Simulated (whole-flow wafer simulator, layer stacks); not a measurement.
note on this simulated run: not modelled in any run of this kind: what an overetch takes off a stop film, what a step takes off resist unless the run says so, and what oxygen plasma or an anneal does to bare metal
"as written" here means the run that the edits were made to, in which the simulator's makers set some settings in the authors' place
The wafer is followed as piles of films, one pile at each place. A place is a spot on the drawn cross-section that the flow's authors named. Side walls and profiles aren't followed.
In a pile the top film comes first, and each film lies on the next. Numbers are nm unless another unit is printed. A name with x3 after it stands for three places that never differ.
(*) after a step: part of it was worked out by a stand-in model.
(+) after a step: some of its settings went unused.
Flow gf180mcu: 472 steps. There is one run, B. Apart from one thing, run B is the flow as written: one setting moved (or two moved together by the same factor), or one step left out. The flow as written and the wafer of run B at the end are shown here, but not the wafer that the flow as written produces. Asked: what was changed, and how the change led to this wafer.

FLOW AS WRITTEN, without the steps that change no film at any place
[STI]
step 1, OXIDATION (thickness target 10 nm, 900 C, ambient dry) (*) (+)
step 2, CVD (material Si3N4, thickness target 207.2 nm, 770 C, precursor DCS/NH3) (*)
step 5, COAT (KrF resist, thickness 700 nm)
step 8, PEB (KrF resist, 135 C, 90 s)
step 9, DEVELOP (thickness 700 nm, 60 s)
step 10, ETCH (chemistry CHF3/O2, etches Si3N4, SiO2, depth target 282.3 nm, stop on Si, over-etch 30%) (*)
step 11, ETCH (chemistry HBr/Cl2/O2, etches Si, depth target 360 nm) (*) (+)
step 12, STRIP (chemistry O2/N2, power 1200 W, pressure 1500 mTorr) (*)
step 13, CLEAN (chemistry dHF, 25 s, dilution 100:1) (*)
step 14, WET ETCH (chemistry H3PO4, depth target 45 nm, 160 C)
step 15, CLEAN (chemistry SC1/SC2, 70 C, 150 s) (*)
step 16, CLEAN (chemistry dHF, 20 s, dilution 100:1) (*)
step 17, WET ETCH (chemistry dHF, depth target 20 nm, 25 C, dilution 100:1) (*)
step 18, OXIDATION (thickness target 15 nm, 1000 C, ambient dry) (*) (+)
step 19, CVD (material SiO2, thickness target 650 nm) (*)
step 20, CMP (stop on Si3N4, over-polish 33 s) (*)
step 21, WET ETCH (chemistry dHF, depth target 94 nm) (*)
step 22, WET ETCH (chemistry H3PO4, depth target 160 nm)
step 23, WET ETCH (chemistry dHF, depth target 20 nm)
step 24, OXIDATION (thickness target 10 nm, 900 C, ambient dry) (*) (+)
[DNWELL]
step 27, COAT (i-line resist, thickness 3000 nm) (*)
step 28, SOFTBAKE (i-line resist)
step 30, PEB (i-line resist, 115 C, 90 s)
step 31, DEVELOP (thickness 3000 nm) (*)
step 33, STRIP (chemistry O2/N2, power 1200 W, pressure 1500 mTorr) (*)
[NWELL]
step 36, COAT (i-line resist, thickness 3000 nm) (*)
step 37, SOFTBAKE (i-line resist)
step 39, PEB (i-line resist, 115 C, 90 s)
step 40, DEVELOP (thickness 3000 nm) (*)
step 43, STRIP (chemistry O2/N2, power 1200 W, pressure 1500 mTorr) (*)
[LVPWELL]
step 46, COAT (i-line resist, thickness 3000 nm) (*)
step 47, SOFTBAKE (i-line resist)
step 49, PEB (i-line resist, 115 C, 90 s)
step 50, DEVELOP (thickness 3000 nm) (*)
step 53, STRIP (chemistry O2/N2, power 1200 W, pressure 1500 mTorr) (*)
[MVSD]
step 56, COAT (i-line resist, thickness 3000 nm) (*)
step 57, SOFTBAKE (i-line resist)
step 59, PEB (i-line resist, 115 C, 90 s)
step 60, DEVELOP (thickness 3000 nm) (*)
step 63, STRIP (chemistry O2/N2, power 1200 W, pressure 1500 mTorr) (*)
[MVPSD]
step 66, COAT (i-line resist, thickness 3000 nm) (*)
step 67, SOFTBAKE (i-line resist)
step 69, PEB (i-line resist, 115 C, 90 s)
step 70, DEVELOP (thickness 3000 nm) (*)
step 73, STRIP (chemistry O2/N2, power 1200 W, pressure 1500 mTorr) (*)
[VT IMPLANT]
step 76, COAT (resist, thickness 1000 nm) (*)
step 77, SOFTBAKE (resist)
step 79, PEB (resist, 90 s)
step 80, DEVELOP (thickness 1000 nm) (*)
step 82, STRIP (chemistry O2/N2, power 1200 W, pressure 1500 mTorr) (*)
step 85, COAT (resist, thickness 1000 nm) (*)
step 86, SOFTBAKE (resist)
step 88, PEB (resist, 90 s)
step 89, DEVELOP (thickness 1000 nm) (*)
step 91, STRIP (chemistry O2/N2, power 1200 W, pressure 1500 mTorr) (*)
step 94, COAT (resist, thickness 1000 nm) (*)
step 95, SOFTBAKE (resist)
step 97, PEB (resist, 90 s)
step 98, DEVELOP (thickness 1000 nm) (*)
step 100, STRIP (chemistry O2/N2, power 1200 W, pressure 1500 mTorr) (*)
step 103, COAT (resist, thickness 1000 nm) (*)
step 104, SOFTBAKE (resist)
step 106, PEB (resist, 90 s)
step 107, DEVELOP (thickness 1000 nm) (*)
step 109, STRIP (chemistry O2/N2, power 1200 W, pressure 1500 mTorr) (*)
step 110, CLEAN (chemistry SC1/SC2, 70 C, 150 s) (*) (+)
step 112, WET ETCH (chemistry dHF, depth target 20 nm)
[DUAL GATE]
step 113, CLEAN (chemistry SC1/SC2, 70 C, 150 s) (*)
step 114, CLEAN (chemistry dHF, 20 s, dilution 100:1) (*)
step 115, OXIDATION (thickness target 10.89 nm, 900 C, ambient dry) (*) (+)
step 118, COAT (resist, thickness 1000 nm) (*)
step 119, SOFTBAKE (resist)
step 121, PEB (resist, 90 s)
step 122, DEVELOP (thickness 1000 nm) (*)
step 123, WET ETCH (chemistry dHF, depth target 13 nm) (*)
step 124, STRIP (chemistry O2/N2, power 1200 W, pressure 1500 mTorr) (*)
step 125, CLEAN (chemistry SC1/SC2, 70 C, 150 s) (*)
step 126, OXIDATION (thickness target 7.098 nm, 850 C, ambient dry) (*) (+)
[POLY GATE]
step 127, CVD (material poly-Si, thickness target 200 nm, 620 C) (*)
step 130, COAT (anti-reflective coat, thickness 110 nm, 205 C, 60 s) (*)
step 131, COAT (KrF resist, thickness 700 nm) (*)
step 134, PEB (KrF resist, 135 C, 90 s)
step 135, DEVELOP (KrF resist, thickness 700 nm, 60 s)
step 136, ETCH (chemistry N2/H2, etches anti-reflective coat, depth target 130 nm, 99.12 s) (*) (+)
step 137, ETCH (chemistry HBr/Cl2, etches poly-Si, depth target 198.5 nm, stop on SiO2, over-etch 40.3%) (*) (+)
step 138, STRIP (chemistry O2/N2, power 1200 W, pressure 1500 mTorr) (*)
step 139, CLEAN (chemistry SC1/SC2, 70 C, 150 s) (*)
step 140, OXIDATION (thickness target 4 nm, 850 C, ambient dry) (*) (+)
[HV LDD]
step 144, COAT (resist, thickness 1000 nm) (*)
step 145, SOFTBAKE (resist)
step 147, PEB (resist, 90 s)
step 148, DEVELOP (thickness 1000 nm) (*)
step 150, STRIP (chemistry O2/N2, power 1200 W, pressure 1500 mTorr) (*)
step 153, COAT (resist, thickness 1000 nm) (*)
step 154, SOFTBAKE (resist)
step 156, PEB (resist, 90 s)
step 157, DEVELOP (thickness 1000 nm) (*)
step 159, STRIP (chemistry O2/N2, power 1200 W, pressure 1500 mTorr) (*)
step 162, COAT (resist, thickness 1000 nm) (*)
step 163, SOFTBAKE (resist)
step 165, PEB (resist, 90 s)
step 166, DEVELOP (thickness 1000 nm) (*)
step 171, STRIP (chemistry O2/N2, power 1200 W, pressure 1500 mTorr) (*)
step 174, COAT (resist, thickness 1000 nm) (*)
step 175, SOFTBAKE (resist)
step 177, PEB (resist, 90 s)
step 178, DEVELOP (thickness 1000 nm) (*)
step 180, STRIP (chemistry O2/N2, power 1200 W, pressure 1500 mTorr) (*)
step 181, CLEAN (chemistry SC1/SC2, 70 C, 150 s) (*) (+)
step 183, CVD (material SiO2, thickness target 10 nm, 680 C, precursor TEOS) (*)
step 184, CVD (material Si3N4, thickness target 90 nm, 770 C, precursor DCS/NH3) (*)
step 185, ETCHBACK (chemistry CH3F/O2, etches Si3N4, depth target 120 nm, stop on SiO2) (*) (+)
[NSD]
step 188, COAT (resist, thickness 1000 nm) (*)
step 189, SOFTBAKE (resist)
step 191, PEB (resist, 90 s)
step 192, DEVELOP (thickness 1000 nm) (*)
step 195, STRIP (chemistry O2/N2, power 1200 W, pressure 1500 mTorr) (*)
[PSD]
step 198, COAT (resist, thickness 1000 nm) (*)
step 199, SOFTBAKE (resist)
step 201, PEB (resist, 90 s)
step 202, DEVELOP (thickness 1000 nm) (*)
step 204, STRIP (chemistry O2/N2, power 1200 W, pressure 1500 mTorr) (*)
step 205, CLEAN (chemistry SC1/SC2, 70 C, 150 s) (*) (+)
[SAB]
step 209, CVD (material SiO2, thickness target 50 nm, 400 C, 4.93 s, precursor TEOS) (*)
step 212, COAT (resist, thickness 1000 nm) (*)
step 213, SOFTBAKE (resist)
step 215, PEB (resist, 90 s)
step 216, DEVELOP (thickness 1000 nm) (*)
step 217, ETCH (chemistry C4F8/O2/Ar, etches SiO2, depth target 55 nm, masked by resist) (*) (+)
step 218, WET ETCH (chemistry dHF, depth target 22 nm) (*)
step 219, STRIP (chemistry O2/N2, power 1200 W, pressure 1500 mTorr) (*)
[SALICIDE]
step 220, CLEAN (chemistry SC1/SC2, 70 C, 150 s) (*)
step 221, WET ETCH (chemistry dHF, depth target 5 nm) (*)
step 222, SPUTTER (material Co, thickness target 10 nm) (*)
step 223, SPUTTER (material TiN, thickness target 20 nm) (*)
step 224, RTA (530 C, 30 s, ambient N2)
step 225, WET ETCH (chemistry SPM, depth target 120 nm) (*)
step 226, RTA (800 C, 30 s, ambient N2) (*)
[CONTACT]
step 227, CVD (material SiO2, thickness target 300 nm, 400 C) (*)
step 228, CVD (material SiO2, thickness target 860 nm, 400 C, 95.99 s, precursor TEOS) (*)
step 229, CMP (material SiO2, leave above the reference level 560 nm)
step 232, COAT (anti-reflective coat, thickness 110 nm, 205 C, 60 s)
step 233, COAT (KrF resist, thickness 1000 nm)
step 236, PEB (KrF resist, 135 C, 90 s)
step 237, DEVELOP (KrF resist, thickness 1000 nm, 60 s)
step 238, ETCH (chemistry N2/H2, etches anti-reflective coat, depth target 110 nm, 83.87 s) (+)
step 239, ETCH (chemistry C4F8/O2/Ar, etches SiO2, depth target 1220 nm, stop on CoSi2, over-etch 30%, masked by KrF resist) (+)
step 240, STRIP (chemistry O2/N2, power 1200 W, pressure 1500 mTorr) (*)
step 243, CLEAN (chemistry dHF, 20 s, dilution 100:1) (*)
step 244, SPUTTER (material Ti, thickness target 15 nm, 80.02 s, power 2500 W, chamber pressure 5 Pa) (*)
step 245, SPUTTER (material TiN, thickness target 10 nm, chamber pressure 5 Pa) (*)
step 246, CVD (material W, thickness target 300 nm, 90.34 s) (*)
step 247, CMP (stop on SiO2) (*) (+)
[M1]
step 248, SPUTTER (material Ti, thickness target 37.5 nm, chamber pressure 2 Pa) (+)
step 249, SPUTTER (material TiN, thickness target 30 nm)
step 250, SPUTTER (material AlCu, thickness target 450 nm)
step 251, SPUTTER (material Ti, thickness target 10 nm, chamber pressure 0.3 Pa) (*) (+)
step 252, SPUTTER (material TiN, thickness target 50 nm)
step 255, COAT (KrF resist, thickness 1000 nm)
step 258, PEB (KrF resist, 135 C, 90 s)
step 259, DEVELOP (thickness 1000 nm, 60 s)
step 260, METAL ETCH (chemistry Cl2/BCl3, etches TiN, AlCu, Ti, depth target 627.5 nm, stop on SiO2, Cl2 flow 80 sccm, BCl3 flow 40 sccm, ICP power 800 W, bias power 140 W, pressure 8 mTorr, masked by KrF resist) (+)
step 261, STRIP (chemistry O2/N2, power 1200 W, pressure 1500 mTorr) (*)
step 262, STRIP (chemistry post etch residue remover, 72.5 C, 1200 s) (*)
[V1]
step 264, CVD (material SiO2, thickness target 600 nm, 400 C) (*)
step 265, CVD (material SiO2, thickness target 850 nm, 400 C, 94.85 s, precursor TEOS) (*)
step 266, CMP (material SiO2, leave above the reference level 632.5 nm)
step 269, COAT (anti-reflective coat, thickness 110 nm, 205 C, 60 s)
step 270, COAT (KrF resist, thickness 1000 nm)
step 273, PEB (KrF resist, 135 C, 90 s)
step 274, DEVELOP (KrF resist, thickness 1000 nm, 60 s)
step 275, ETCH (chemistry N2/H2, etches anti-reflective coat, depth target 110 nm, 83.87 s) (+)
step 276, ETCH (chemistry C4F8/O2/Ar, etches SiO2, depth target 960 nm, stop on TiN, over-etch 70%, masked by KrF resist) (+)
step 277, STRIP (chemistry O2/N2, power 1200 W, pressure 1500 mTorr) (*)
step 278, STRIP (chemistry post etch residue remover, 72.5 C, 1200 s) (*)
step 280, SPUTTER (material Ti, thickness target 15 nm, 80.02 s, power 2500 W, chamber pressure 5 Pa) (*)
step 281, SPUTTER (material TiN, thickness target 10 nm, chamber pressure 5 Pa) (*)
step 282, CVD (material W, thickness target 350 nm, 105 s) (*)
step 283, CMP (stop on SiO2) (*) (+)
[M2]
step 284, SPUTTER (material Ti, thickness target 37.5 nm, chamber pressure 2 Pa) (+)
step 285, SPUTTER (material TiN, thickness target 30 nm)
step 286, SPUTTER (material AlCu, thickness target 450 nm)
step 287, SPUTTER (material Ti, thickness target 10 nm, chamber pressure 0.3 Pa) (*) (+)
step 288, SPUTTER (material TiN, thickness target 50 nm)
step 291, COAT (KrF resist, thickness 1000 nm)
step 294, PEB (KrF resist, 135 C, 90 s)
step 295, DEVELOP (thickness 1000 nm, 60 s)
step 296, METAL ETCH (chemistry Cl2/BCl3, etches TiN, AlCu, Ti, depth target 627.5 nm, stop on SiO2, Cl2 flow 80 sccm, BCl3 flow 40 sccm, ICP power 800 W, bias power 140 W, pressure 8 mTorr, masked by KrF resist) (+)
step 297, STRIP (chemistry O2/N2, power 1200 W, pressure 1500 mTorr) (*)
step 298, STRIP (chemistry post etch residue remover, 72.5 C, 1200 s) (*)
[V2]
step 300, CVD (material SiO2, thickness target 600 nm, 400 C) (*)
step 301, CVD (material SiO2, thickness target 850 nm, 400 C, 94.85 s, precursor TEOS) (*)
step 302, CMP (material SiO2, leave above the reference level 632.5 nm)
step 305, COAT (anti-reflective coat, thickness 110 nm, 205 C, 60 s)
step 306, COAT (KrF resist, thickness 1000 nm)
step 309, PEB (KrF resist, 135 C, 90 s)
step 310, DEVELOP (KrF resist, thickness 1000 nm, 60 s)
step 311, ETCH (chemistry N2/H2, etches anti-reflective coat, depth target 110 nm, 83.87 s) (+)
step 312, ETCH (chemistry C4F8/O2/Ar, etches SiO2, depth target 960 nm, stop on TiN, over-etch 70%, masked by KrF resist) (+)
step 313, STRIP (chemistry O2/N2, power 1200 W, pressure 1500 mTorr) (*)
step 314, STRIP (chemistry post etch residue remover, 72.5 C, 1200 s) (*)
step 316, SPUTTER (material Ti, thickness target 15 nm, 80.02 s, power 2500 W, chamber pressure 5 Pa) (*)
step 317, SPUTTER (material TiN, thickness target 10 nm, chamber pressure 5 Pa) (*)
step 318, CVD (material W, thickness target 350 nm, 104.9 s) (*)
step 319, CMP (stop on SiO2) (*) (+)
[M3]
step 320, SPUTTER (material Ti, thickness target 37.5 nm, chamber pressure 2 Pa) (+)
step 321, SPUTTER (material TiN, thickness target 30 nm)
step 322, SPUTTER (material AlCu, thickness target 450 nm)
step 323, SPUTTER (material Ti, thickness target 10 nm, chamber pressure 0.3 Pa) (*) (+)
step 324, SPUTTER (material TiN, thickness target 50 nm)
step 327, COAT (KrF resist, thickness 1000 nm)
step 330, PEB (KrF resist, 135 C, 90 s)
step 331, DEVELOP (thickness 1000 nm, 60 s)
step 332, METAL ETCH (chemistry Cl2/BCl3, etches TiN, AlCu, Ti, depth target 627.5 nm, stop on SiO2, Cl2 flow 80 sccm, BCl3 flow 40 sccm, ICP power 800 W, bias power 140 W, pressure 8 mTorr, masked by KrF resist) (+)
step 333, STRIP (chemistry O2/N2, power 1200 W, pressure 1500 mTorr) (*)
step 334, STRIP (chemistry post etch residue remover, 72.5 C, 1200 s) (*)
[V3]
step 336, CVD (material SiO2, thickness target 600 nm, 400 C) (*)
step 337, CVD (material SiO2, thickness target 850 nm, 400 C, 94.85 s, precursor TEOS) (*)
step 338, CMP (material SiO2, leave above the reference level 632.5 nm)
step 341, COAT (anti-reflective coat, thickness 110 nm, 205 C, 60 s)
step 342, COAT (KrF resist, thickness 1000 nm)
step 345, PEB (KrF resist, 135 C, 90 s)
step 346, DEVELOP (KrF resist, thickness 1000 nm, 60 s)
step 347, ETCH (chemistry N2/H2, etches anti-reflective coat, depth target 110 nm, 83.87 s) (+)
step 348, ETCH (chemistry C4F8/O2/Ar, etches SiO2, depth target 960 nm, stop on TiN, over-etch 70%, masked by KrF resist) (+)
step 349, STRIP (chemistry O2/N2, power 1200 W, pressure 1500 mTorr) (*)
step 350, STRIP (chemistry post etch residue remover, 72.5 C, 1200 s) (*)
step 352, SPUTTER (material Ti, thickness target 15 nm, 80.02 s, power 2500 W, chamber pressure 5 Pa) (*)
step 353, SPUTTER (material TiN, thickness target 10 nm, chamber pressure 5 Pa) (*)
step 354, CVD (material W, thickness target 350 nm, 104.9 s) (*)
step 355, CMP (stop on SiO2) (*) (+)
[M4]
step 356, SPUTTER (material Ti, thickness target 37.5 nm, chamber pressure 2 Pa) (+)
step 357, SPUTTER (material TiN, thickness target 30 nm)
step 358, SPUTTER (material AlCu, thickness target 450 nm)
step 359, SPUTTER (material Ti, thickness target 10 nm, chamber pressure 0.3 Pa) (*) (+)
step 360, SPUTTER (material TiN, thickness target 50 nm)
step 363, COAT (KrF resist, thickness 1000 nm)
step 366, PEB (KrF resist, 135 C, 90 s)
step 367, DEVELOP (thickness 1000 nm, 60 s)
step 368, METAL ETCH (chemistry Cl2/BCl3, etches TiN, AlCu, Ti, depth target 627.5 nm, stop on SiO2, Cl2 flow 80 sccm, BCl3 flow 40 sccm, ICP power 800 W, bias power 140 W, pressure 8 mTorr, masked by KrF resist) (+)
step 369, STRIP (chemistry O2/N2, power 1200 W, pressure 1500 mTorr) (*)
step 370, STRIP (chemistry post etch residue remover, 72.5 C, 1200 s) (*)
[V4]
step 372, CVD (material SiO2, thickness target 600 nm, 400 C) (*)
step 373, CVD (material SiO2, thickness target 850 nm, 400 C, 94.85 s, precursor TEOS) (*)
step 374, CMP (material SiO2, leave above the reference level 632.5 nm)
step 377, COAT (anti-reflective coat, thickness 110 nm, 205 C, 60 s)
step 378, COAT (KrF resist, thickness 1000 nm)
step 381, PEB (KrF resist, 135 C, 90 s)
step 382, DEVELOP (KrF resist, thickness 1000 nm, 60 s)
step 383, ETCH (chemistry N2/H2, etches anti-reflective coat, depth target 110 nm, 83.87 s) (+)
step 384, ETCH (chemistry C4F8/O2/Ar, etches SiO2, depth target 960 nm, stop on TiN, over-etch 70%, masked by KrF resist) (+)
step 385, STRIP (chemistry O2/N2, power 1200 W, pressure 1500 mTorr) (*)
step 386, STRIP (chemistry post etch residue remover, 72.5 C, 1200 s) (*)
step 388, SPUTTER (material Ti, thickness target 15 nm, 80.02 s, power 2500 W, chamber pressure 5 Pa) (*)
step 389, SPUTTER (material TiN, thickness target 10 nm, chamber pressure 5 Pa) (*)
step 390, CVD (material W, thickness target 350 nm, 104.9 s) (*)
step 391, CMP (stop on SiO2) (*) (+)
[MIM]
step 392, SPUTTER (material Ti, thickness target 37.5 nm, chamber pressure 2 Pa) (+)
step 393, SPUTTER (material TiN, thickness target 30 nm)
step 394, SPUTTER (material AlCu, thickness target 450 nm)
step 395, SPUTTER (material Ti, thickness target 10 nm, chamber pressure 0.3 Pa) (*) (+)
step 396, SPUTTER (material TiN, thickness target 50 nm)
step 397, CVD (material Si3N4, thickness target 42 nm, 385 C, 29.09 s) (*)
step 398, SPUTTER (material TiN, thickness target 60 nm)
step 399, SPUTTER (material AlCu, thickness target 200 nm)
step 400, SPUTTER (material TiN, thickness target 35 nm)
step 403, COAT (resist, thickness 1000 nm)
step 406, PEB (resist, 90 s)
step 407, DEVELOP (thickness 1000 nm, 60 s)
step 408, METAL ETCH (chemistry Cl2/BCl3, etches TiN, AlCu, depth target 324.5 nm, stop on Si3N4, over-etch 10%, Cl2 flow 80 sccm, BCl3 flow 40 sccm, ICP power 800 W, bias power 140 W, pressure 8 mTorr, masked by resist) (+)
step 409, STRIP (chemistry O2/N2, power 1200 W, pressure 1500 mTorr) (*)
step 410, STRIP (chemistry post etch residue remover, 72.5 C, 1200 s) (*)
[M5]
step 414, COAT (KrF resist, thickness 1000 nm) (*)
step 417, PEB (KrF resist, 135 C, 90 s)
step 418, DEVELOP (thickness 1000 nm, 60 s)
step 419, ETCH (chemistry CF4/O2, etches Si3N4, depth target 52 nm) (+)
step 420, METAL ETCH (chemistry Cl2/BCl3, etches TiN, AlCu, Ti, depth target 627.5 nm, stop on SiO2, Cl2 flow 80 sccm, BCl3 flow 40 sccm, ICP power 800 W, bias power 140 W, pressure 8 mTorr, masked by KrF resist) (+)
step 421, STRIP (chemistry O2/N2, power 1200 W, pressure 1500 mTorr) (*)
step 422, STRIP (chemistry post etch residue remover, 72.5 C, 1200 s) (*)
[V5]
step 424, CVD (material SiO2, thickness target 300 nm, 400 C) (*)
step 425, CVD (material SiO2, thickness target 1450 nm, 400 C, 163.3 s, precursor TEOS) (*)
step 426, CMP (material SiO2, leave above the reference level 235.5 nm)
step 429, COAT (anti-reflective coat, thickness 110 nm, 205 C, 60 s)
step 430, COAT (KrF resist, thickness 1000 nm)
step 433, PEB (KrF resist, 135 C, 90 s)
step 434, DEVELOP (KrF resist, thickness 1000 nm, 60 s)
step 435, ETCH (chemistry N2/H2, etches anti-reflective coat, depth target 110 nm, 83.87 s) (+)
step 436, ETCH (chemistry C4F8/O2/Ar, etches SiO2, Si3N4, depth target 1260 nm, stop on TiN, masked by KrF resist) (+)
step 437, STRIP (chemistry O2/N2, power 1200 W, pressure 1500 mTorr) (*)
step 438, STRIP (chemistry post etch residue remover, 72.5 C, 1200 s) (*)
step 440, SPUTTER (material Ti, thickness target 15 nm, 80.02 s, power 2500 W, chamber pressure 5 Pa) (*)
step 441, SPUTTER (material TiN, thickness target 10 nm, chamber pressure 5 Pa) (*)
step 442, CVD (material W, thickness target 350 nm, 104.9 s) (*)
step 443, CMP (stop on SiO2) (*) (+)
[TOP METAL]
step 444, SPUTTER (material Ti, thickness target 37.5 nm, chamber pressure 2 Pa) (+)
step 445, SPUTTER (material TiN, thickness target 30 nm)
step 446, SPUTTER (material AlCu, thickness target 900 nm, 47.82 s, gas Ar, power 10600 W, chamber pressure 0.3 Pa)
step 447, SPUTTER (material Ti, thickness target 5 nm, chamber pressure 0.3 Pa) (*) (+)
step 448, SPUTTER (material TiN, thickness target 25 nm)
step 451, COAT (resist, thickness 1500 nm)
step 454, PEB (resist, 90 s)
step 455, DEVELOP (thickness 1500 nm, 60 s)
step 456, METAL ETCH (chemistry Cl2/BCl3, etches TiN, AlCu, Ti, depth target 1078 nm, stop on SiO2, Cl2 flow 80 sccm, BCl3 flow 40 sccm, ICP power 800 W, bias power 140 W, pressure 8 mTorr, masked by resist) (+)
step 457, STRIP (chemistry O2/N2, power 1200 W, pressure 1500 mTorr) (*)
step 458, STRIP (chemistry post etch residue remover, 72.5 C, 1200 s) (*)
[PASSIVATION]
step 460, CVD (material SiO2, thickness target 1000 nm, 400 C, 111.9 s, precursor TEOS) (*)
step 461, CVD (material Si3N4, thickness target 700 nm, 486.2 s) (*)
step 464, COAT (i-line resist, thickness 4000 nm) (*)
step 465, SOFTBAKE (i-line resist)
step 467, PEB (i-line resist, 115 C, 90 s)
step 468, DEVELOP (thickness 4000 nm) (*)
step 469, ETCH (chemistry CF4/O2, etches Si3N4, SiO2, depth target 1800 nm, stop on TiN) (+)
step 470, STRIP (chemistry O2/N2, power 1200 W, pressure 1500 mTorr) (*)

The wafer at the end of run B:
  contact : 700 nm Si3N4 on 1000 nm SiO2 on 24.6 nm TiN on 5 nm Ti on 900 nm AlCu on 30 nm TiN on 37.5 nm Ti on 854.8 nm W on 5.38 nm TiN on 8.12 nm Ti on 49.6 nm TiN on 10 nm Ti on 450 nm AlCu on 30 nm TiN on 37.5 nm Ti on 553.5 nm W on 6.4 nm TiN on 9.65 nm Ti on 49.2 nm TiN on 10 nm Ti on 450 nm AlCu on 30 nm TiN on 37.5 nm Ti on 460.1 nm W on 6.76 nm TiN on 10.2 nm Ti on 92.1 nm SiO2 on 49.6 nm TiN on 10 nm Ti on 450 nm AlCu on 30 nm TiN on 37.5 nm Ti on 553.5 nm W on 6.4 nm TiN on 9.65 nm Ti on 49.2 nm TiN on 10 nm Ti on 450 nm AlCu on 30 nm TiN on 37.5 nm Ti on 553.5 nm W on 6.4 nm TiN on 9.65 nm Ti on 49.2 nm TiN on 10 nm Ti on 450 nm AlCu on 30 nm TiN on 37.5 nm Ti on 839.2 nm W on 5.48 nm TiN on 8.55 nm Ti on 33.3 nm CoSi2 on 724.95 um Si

Cause: step 348, ETCH: depth target 480 nm was run, whereas the flow has depth target 960 nm.

How this came from the change, step by step:
  step 348, ETCH (chemistry C4F8/O2/Ar, etches SiO2, depth target 960 nm, stop on TiN, over-etch 70%, masked by KrF resist) (+)
      contact: -480 SiO2 (it would be, as written: -572.1 SiO2 (all of it))
      field, field__w1, field__w2 and 107 more: -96 KrF resist (it would be, as written: -192 KrF resist)
  step 349, STRIP (chemistry O2/N2, power 1200 W, pressure 1500 mTorr) (*)
      field, field__w1, field__w2 and 107 more: -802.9 KrF resist (all of it), -110 anti-reflective coat (all of it) (it would be, as written: -706.9 KrF resist (all of it), -110 anti-reflective coat (all of it))
  step 352, SPUTTER (material Ti, thickness target 15 nm, 80.02 s, power 2500 W, chamber pressure 5 Pa) (*)
      contact: +10.2 Ti (new film) (it would be, as written: +9.65 Ti (new film))
  step 354, CVD (material W, thickness target 350 nm, 104.9 s) (*)
      contact: +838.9 W (new film) (it would be, as written: +932.3 W (new film))
Taking metal films that touch as one body, contact has 2 bodies (between them, from the top down: SiO2 92.1); the flow as written gives 1 body.
